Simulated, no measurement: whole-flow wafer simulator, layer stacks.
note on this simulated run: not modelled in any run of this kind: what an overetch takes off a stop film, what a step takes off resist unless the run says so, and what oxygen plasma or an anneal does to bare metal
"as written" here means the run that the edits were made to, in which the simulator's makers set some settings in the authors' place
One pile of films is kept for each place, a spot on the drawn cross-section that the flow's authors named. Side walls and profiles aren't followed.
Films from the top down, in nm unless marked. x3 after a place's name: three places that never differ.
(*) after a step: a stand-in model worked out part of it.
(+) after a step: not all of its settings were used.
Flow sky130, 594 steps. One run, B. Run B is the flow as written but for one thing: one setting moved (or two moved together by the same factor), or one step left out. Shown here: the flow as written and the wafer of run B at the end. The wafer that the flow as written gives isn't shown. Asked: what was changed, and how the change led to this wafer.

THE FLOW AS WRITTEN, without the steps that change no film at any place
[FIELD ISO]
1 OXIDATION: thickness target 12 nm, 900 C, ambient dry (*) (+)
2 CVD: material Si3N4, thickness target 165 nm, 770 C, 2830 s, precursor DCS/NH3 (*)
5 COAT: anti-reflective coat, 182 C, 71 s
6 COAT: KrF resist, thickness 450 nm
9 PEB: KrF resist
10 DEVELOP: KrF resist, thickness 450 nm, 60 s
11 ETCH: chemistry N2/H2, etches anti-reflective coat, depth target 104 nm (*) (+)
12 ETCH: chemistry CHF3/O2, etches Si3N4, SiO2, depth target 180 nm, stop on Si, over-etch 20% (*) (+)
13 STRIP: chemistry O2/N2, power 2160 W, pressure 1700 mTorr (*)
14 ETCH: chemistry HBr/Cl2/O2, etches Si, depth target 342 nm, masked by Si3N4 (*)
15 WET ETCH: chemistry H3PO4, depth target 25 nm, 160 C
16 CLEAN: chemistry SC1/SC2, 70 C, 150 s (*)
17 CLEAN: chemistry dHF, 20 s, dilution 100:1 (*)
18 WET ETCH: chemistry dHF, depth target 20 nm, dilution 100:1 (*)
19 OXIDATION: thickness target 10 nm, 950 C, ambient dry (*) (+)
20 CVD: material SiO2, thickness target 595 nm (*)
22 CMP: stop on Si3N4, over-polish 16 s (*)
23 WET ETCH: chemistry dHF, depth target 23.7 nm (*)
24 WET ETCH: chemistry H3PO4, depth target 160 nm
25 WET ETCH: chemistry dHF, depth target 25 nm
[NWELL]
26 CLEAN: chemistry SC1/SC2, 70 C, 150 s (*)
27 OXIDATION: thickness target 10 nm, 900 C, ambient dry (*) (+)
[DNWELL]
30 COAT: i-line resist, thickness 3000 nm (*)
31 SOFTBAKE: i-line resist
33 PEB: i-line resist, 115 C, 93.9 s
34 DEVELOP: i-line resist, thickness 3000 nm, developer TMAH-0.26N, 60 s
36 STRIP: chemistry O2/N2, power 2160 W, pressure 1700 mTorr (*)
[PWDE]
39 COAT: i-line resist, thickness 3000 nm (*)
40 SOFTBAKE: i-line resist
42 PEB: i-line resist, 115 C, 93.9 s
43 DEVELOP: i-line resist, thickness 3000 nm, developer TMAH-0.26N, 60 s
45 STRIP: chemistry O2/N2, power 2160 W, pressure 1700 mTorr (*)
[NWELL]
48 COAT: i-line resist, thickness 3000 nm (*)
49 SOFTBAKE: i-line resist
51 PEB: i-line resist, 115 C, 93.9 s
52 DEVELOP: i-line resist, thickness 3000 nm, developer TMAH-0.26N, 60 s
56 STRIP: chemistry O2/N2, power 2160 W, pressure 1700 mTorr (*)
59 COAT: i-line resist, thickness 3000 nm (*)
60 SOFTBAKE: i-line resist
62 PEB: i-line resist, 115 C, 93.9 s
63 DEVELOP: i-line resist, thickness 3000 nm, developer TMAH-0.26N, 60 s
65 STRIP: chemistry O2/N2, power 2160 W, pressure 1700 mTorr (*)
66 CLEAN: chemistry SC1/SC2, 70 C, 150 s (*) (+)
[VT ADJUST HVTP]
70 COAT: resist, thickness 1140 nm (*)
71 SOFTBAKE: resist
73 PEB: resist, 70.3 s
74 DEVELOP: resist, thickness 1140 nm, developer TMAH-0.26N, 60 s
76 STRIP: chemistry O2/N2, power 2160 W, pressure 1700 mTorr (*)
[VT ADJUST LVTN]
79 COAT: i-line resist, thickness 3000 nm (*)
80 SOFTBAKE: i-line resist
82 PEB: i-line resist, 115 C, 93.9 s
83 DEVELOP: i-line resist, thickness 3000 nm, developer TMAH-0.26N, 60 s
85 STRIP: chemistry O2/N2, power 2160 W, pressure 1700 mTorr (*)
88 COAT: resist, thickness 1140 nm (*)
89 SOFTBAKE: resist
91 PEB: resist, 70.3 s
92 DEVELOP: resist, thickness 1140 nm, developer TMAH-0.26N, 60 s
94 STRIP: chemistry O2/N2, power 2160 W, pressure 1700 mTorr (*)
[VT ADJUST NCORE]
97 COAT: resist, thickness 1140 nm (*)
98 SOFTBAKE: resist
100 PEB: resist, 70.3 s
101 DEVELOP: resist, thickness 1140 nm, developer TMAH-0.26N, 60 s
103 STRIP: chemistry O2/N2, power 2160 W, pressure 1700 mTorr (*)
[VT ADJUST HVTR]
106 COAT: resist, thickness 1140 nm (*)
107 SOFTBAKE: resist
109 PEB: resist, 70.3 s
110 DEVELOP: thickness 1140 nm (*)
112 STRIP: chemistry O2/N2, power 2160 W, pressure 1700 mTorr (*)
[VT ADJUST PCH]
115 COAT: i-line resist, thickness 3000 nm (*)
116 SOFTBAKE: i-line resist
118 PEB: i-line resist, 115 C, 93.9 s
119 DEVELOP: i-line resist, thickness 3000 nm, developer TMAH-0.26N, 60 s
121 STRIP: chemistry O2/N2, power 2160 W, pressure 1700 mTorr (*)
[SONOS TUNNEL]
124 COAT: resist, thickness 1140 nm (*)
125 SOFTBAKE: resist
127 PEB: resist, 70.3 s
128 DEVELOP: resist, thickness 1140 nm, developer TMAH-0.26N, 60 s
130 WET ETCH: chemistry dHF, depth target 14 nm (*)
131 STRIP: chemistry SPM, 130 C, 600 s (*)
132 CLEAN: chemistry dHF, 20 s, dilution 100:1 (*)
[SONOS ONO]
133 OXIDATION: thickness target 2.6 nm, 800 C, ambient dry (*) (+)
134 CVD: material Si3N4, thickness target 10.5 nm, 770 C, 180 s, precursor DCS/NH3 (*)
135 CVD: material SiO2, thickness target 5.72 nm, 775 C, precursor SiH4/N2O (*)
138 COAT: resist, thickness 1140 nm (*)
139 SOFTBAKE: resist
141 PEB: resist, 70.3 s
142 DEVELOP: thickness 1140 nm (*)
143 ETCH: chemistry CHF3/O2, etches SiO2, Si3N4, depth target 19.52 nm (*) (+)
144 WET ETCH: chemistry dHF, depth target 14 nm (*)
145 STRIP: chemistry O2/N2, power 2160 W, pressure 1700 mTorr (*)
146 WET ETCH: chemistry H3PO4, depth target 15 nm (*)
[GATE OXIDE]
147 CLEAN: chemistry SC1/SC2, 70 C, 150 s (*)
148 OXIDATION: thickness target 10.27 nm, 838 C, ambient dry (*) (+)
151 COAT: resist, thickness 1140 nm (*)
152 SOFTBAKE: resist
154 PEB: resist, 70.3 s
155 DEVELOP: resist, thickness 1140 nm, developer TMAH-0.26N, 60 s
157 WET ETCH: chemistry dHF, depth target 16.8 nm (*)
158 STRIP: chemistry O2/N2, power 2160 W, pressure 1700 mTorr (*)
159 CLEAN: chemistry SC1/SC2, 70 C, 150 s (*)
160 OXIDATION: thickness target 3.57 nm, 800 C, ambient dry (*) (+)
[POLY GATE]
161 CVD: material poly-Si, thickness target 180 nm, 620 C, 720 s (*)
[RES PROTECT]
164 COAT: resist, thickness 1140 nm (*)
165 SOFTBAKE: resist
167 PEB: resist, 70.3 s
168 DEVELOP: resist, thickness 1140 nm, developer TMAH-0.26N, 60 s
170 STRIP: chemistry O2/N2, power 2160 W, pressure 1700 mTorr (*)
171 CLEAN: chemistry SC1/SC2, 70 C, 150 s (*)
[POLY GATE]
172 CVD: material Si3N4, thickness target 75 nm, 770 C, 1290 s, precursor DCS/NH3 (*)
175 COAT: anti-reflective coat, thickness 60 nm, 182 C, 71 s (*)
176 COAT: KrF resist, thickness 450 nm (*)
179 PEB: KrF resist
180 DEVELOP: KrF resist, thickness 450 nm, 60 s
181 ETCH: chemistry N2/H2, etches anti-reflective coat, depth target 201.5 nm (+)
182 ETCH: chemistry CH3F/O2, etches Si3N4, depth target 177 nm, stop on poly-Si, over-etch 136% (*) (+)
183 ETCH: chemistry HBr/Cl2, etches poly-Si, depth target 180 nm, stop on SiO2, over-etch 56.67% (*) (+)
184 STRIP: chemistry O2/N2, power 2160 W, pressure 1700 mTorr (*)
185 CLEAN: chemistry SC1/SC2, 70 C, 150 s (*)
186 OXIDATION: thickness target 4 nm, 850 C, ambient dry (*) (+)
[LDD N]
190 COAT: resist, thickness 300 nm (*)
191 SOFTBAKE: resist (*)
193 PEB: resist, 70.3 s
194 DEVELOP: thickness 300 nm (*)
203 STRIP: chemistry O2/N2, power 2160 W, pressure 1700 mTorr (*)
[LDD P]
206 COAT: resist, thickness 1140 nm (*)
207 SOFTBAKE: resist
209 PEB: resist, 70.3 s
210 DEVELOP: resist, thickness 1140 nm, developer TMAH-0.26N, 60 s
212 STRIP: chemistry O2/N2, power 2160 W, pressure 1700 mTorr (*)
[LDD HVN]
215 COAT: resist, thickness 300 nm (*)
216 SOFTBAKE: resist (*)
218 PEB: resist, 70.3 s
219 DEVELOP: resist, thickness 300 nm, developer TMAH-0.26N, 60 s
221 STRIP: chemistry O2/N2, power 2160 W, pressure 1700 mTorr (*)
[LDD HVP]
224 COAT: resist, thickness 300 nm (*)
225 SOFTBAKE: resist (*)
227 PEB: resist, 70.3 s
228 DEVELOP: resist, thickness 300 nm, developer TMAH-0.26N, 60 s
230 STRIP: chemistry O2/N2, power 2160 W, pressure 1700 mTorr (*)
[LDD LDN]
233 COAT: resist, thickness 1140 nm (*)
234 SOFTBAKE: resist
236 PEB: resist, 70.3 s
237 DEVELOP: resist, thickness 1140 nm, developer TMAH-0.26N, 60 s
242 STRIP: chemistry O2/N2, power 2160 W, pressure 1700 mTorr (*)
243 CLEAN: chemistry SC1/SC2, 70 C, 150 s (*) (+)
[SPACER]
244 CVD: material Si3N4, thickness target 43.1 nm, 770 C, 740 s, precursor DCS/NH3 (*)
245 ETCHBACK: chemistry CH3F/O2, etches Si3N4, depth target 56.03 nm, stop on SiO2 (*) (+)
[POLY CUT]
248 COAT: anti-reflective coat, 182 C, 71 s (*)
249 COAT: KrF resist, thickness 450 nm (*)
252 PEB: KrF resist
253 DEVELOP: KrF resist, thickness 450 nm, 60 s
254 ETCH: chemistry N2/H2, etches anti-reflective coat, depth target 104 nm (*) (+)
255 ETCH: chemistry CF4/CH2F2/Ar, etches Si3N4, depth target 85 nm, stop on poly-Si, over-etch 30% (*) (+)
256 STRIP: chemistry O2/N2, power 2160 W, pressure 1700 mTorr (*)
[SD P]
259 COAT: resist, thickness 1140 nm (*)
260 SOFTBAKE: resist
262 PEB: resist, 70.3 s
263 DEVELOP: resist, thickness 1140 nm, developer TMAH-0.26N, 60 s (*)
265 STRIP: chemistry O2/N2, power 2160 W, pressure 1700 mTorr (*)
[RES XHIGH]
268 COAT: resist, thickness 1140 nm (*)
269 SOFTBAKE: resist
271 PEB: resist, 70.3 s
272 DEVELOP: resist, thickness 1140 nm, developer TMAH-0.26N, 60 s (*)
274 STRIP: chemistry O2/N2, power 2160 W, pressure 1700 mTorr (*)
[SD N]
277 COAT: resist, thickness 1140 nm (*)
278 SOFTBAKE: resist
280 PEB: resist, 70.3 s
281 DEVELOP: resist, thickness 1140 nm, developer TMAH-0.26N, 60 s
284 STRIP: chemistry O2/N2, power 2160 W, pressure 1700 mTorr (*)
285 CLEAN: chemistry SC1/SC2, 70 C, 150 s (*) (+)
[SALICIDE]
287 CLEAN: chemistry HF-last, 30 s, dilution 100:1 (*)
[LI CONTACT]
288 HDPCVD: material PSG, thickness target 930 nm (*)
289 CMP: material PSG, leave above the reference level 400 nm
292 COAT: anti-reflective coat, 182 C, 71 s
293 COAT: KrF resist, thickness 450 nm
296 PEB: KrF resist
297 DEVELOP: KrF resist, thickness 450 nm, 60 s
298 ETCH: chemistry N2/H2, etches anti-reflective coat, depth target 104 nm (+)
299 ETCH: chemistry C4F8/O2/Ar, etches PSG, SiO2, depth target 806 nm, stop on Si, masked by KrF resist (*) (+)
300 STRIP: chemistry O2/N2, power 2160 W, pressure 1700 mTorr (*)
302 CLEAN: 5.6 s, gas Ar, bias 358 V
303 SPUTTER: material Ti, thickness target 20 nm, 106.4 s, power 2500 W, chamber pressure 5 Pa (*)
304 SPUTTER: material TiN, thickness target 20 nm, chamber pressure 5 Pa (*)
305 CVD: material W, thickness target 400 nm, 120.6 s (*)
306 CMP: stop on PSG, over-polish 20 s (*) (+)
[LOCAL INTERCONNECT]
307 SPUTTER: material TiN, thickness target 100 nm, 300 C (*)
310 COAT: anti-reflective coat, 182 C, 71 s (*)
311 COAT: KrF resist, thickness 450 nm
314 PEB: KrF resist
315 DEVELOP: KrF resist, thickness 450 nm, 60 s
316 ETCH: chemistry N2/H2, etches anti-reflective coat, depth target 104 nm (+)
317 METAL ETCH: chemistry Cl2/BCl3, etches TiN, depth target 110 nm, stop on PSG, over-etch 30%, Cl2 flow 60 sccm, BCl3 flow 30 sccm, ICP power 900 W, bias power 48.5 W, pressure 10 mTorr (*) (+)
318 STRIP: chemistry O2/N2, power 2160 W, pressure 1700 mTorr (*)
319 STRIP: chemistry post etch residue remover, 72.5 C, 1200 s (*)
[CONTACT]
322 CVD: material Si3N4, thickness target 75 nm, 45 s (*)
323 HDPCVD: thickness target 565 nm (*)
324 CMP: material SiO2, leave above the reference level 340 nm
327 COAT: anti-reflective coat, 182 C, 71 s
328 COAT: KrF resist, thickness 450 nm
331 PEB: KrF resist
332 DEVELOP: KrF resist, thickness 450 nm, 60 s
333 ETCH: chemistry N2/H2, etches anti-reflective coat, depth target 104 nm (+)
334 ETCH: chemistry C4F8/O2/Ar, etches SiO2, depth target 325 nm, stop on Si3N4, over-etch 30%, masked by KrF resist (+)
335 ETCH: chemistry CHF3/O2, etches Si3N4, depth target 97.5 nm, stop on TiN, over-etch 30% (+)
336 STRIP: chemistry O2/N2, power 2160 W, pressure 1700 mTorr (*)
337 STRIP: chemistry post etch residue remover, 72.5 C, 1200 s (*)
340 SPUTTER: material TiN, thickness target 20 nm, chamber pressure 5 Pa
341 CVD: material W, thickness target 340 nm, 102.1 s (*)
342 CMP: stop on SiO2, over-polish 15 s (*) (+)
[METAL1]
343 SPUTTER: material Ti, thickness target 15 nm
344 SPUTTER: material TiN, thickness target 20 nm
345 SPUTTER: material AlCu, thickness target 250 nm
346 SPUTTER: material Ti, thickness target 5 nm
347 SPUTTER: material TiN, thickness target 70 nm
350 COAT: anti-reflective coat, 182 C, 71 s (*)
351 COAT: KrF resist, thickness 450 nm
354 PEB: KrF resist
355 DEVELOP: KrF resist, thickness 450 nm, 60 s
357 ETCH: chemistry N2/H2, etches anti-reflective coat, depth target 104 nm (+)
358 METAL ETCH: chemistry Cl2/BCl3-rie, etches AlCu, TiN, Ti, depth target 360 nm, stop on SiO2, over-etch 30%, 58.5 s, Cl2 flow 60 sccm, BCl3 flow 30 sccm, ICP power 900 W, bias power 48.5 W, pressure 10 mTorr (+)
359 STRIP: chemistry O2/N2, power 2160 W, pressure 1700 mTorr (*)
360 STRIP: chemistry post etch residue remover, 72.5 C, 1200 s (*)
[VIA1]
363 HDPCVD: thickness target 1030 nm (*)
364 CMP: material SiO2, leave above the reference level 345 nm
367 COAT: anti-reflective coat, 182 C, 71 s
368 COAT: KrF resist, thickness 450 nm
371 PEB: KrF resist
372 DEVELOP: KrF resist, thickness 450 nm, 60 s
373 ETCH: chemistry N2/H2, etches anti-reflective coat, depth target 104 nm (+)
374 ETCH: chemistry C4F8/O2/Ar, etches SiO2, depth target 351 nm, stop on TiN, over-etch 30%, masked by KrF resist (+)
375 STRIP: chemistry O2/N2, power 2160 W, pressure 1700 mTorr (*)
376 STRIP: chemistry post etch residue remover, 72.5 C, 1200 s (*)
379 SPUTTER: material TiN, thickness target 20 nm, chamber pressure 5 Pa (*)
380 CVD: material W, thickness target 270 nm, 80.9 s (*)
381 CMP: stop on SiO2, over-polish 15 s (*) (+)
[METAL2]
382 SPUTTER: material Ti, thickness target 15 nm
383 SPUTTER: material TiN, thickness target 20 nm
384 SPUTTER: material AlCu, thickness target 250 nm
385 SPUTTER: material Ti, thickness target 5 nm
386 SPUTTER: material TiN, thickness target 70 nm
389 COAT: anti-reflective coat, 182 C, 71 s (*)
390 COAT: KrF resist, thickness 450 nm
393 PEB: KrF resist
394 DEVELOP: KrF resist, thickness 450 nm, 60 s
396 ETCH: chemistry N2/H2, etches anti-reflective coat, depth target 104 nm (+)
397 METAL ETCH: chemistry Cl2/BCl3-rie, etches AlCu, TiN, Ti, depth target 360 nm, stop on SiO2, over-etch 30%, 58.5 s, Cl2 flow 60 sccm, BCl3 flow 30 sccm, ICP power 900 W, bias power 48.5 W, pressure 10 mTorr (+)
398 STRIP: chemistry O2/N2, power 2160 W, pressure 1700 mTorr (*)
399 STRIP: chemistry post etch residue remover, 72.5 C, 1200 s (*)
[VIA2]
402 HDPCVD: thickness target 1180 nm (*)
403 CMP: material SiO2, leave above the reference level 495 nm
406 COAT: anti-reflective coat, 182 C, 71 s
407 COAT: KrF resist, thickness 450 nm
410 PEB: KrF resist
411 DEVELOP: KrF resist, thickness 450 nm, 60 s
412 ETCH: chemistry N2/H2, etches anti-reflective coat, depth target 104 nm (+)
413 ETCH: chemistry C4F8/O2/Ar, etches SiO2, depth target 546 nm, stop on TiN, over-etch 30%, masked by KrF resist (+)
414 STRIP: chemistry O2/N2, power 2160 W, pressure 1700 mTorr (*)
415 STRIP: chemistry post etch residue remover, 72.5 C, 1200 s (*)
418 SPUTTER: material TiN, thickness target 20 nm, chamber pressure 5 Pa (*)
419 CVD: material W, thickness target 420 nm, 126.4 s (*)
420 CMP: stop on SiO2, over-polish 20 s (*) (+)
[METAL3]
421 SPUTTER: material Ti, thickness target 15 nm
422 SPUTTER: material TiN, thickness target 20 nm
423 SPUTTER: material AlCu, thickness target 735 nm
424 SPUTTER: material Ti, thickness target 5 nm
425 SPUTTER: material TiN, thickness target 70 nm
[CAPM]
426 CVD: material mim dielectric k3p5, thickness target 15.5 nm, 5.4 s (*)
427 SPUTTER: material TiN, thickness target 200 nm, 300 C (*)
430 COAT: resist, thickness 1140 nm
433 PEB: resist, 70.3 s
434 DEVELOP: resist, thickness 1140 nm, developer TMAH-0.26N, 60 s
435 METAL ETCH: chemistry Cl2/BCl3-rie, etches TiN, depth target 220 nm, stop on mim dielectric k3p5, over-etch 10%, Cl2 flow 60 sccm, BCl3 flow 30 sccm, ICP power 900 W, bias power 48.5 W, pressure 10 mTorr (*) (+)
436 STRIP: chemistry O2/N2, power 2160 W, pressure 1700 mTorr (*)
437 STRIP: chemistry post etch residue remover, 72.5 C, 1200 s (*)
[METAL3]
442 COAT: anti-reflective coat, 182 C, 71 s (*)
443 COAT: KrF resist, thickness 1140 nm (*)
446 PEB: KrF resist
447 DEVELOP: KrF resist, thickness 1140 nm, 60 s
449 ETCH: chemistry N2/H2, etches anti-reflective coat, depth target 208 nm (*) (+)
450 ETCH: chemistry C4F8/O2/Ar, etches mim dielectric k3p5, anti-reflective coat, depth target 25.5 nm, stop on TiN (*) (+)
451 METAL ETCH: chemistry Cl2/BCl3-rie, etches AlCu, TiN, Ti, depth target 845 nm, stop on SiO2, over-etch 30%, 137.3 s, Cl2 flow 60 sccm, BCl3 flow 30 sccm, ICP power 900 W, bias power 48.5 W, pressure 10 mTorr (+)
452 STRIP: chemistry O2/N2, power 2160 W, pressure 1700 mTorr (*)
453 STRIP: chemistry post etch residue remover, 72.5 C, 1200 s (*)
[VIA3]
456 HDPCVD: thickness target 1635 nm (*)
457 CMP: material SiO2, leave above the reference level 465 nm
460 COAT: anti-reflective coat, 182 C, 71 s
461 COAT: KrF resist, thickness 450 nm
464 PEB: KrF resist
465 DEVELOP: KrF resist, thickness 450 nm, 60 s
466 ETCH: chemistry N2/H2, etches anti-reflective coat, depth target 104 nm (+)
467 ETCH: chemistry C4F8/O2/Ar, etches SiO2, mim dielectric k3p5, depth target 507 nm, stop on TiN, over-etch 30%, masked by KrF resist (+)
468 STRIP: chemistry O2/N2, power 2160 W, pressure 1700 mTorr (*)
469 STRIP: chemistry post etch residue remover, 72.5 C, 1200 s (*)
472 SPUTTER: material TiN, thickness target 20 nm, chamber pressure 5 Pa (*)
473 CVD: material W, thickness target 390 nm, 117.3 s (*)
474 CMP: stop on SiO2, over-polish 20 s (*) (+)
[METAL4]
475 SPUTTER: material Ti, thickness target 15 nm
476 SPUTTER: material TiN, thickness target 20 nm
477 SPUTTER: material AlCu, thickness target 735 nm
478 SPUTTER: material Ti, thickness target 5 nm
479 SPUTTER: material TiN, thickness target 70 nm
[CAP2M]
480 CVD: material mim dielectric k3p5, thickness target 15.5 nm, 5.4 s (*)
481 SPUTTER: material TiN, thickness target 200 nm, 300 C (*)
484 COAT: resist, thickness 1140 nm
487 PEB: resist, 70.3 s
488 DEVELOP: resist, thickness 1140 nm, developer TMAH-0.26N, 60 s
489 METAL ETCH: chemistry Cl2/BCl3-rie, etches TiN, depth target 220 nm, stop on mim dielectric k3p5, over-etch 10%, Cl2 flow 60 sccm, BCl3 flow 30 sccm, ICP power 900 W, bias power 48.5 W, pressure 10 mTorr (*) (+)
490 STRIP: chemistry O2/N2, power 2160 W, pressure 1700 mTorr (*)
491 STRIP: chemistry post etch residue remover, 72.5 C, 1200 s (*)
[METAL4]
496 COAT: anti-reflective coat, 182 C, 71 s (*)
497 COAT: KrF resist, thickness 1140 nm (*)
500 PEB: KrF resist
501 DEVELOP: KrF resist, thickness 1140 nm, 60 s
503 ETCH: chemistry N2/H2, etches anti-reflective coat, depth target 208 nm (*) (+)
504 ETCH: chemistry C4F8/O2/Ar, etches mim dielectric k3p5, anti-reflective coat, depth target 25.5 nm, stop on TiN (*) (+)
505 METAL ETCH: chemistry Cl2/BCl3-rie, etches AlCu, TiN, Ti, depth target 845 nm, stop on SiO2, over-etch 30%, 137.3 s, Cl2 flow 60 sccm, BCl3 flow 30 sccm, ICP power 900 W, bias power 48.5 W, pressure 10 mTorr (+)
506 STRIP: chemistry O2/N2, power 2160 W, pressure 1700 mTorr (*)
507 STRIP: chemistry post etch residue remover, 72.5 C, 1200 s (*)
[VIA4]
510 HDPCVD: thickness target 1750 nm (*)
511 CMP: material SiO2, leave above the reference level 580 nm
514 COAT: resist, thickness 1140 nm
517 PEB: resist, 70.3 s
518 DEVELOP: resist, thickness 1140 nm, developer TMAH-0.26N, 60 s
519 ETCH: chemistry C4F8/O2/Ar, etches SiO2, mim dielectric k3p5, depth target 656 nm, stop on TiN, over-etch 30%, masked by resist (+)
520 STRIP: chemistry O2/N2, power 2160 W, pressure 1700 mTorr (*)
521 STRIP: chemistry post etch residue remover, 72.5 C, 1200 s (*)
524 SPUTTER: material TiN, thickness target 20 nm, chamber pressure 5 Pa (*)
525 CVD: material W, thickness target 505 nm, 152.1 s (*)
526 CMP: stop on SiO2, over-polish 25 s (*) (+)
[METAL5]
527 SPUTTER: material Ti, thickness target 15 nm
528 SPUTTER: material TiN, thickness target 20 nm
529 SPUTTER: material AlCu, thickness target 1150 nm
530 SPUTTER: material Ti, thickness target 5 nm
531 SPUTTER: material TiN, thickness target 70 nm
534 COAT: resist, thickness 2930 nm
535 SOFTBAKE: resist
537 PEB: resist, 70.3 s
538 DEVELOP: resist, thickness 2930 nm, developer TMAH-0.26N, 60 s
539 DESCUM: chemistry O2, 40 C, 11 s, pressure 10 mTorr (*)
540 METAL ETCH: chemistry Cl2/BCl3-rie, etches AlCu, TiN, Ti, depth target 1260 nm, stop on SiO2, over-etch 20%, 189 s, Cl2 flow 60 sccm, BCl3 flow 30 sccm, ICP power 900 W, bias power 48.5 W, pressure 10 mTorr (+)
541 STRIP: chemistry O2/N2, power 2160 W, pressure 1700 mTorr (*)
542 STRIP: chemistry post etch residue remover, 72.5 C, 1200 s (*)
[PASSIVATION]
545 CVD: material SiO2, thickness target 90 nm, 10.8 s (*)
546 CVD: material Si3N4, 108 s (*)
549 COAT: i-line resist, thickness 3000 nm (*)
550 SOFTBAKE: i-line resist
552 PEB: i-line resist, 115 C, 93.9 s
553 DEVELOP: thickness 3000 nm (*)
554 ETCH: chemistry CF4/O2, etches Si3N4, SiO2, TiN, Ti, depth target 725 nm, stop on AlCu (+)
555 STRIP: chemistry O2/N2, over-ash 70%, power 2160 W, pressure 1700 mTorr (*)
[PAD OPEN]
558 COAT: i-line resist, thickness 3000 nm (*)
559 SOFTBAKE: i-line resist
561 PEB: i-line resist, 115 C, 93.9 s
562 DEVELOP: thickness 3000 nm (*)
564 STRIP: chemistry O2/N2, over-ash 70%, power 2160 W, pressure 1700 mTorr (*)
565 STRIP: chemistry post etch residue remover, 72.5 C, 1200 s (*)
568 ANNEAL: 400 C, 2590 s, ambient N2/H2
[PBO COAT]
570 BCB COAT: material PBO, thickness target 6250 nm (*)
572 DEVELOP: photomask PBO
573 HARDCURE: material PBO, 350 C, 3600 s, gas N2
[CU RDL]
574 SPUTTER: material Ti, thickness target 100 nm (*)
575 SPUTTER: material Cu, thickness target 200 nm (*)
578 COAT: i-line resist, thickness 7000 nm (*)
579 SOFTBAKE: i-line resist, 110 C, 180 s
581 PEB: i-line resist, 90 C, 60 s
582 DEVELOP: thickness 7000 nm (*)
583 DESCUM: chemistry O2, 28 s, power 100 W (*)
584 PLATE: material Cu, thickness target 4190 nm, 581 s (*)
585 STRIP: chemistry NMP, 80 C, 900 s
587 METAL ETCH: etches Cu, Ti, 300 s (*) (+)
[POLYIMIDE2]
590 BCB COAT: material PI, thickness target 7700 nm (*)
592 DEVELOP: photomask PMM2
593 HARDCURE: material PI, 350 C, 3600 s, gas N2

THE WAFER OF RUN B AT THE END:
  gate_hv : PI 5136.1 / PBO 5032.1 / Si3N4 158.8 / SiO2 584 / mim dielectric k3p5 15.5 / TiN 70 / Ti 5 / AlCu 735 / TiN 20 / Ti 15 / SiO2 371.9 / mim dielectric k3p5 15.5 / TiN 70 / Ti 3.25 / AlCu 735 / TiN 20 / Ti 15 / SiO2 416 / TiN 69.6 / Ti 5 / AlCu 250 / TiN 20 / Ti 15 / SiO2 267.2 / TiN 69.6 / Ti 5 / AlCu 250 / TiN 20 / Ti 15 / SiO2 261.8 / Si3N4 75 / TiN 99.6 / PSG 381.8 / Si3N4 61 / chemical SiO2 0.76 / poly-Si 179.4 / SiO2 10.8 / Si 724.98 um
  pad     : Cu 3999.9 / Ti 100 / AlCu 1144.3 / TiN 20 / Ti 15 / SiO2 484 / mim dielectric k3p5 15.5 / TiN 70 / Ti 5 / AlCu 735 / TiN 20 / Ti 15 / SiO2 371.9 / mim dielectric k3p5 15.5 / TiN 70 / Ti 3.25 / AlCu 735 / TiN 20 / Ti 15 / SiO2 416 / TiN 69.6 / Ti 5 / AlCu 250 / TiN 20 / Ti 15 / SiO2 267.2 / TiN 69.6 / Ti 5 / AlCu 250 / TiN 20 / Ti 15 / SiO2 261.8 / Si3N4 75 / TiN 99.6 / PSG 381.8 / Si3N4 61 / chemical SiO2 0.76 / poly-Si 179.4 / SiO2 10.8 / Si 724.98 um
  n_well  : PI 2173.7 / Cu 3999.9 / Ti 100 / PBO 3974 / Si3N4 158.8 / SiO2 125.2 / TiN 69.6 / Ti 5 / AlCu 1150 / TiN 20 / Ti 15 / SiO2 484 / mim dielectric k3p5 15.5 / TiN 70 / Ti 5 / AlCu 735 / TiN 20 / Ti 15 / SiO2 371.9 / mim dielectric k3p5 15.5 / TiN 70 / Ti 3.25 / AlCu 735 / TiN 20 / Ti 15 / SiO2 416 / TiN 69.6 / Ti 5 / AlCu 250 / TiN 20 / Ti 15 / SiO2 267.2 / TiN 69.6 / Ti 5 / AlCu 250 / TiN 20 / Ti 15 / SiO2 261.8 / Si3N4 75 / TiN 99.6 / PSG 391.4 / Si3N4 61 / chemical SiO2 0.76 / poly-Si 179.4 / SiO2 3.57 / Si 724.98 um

The cause: step 424, SPUTTER: thickness target 3.25 nm was run, where the flow has thickness target 5 nm.
It can be read off the wafer: gate_hv has Ti 3.25, and step 424 as written asks for 5 nm.

How the change led to this, step by step:
  424 SPUTTER: material Ti, thickness target 5 nm
      field, active, n_well and 188 more: Ti +3.25 (new film) (as written it would be: Ti +5 (new film))
  451 METAL ETCH: chemistry Cl2/BCl3-rie, etches AlCu, TiN, Ti, depth target 845 nm, stop on SiO2, over-etch 30%, 137.3 s, Cl2 flow 60 sccm, BCl3 flow 30 sccm, ICP power 900 W, bias power 48.5 W, pressure 10 mTorr (+)
      field, gate, spacer and 68 more: TiN -70 (all of it), Ti -3.25 (all of it), AlCu -735 (all of it), TiN -20 (all of it), Ti -15 (all of it), SiO2 -25.5 (as written it would be: TiN -70 (all of it), Ti -5 (all of it), AlCu -735 (all of it), TiN -20 (all of it), Ti -15 (all of it), SiO2 -25.4)
      active, vpp_ln, vpp_iso2 and 11 more: TiN -70 (all of it), Ti -3.25 (all of it), AlCu -735 (all of it), TiN -20 (all of it), Ti -15 (all of it), SiO2 -25.5 (as written it would be: TiN -70 (all of it), Ti -5 (all of it), AlCu -735 (all of it), TiN -20 (all of it), Ti -15 (all of it), SiO2 -25.3)
